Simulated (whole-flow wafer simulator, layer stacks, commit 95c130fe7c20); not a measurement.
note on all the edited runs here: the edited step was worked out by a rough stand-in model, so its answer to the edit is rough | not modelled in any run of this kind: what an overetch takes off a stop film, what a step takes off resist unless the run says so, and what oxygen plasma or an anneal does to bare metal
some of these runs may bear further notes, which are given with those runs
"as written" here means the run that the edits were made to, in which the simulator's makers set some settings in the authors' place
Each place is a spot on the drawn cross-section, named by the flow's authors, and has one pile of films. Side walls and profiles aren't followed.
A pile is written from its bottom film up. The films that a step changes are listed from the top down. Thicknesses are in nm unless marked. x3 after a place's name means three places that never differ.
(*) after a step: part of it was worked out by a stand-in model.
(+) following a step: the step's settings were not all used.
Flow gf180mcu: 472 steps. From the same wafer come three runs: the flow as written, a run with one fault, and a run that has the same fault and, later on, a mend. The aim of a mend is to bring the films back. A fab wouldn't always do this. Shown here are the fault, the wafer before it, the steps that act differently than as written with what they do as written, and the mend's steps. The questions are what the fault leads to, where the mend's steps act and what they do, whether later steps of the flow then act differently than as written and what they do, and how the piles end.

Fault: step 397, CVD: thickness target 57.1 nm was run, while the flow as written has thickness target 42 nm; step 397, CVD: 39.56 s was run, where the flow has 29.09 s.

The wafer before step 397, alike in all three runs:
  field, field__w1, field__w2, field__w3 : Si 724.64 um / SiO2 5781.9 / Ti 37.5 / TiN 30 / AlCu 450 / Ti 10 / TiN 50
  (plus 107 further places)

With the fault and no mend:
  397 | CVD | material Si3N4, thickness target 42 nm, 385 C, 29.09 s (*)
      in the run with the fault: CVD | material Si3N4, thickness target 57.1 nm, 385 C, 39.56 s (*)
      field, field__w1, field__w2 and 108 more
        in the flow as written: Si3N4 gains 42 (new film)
        in the run with the fault: Si3N4 gains 57.1 (new film)
  Steps further on in the flow that do not act as written (4 more steps, not shown, differ only slightly: by at most 2% or 0.5 nm, whichever is larger):
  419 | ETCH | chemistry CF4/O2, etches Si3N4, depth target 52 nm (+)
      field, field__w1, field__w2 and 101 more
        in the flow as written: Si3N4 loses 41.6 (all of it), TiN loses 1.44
        in the run with the fault: Si3N4 loses 52
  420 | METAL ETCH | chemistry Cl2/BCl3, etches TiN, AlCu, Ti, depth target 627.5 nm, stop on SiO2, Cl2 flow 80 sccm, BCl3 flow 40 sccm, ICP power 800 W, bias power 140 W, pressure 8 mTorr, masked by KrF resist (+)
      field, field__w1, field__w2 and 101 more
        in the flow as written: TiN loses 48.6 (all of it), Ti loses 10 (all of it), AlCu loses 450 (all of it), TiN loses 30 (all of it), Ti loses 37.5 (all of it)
        in the run with the fault: Si3N4 loses 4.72 (all of it), TiN loses 50 (all of it), Ti loses 10 (all of it), AlCu loses 450 (all of it), TiN loses 30 (all of it), Ti loses 37.5 (all of it)
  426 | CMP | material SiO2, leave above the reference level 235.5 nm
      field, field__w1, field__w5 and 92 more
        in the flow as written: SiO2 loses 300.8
        in the run with the fault: SiO2 loses 285.8
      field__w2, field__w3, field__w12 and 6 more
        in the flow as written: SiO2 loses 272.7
        in the run with the fault: SiO2 loses 256.9
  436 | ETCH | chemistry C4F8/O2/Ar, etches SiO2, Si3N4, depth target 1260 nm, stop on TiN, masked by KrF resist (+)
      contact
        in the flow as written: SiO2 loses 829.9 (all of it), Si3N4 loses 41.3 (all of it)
        in the run with the fault: SiO2 loses 829.9 (all of it), Si3N4 loses 56.4 (all of it)
  At field__w4, field__w8, m1, m1__w1, mim, mim_1p0, m1_nw, the piles at the end differ from the flow's by more than 2% or 0.5 nm, whichever is larger.
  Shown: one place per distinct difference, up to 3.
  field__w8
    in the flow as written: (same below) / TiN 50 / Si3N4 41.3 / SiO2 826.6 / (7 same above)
    in the run with the fault: (same below) / TiN 50 / Si3N4 56.4 / SiO2 826.6 / (7 same above)
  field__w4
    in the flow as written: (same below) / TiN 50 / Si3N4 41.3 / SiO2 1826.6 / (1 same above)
    in the run with the fault: (same below) / TiN 50 / Si3N4 56.4 / SiO2 1826.6 / (1 same above)
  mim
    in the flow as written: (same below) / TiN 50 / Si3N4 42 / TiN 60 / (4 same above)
    in the run with the fault: (same below) / TiN 50 / Si3N4 57.1 / TiN 60 / (4 same above)

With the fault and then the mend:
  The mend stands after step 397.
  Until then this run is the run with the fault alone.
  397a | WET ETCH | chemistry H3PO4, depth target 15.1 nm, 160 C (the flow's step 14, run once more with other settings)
      field, field__w1, field__w2 and 108 more
        Si3N4 loses 15.1
  Later steps of the flow that are run all act as written at every place that is followed, up to a difference of at most 2% or 0.5 nm, whichever is larger.
  At the end the piles are close to the flow's at the places that both follow, differing by at most 2% or 0.5 nm, whichever is larger.
